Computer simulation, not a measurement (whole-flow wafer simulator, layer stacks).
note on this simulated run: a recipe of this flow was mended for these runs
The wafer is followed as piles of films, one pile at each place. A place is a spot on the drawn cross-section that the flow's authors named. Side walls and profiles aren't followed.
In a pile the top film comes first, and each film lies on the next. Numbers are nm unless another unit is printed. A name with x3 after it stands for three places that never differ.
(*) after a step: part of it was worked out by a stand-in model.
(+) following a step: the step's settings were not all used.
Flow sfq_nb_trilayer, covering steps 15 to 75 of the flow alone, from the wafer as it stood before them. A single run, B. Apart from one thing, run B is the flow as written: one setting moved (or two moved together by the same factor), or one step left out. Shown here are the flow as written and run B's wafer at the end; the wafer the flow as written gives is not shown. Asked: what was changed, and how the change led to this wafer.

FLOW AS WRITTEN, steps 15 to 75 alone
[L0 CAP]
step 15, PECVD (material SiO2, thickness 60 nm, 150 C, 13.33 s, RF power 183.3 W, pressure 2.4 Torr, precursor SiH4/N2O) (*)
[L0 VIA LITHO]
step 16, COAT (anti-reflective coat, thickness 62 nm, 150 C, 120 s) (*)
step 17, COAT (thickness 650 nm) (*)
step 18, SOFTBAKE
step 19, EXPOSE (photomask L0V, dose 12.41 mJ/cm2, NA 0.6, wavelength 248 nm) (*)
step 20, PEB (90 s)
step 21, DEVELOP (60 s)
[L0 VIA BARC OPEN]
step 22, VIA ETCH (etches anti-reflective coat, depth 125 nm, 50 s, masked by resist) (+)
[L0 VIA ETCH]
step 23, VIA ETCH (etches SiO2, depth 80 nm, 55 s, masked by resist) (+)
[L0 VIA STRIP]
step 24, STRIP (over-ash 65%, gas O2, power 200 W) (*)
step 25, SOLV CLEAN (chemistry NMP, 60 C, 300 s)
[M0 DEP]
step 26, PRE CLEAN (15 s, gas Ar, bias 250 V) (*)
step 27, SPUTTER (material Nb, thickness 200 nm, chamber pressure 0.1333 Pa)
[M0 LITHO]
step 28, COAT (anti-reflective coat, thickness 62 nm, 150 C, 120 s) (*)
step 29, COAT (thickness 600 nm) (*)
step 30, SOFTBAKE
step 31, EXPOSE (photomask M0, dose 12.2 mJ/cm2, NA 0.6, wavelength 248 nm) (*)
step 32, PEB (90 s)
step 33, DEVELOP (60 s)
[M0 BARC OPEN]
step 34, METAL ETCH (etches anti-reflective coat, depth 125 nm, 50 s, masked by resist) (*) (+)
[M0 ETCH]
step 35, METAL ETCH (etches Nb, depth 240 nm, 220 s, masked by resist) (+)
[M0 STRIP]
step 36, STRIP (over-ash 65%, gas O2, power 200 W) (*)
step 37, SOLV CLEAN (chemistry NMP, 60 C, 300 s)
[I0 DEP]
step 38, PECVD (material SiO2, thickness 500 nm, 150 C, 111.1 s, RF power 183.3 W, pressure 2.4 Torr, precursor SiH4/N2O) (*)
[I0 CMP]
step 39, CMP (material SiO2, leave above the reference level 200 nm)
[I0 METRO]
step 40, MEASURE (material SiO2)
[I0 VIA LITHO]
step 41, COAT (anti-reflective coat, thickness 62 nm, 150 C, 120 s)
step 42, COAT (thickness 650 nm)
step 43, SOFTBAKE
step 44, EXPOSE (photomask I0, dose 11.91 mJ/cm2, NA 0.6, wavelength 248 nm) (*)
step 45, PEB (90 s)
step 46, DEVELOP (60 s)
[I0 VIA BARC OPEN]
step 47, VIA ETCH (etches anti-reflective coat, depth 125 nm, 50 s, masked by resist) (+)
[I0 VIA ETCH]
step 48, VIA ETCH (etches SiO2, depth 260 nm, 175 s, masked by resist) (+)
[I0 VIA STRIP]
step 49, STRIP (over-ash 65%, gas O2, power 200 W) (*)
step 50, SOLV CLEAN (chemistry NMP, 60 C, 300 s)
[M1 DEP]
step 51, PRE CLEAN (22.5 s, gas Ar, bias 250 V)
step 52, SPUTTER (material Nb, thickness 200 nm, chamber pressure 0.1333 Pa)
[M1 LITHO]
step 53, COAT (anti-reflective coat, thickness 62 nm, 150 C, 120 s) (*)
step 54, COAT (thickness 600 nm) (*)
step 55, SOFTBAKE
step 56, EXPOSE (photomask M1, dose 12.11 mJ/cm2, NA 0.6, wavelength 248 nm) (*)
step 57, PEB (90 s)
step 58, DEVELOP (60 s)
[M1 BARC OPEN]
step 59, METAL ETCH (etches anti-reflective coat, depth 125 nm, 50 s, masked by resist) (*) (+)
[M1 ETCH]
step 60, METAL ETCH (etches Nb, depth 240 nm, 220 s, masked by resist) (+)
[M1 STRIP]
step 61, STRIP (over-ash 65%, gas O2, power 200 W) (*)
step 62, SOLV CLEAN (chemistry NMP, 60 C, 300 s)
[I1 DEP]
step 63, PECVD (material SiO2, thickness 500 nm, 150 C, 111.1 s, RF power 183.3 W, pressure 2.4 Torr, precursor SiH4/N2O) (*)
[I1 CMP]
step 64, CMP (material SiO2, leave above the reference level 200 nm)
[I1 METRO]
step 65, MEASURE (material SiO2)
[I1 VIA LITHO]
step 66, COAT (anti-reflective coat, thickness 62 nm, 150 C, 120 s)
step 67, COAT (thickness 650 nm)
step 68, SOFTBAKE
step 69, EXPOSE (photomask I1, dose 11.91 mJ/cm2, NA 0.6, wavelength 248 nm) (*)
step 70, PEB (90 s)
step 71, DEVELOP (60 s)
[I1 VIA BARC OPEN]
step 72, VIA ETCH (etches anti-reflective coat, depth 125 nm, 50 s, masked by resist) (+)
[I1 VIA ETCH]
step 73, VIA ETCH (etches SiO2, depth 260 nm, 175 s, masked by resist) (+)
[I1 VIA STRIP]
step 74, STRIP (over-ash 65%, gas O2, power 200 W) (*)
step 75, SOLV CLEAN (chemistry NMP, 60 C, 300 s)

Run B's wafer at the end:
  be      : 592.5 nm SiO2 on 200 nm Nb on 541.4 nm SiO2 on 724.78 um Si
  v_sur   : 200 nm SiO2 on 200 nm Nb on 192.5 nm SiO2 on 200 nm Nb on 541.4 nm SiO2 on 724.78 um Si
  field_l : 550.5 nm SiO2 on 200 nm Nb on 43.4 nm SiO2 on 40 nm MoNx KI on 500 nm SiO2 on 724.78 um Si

The reason: step 15, PECVD: RF power 128.3 W was run, while the flow as written has RF power 183.3 W.

The path from the change to this, step by step:
  step 15, PECVD (material SiO2, thickness 60 nm, 150 C, 13.33 s, RF power 183.3 W, pressure 2.4 Torr, precursor SiH4/N2O) (*)
      v_sur, via_wl, via_w and 97 more: +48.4 SiO2 (as written it would have been: +60 SiO2)
      field_l, l0_sur, l0v, l0r_line_l, l0r_line_c, l0r_line_r: +48.4 SiO2 (new film) (as written it would have been: +60 SiO2 (new film))
  step 23, VIA ETCH (etches SiO2, depth 80 nm, 55 s, masked by resist) (+)
      l0v: -48.1 SiO2 (all of it), -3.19 MoNx KI (as written it would have been: -59.7 SiO2 (all of it), -2.03 MoNx KI)
  step 28, COAT (anti-reflective coat, thickness 62 nm, 150 C, 120 s) (*)
      l0_sur: +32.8 anti-reflective coat (new film) (as written it would have been: +29.3 anti-reflective coat (new film))
      l0v: +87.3 anti-reflective coat (new film) (as written it would have been: +92.5 anti-reflective coat (new film))
  step 36, STRIP (over-ash 65%, gas O2, power 200 W) (*)
      l0_sur: -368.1 KrF-resist-other-grade (all of it), -32.8 anti-reflective coat (all of it) (as written it would have been: -370 KrF-resist-other-grade (all of it), -29.3 anti-reflective coat (all of it))
      l0v: -369.3 KrF-resist-other-grade (all of it), -87.3 anti-reflective coat (all of it) (as written it would have been: -374.1 KrF-resist-other-grade (all of it), -92.5 anti-reflective coat (all of it))
  step 39, CMP (material SiO2, leave above the reference level 200 nm)
      l0v: -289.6 SiO2 (as written it would have been: -277.4 SiO2)
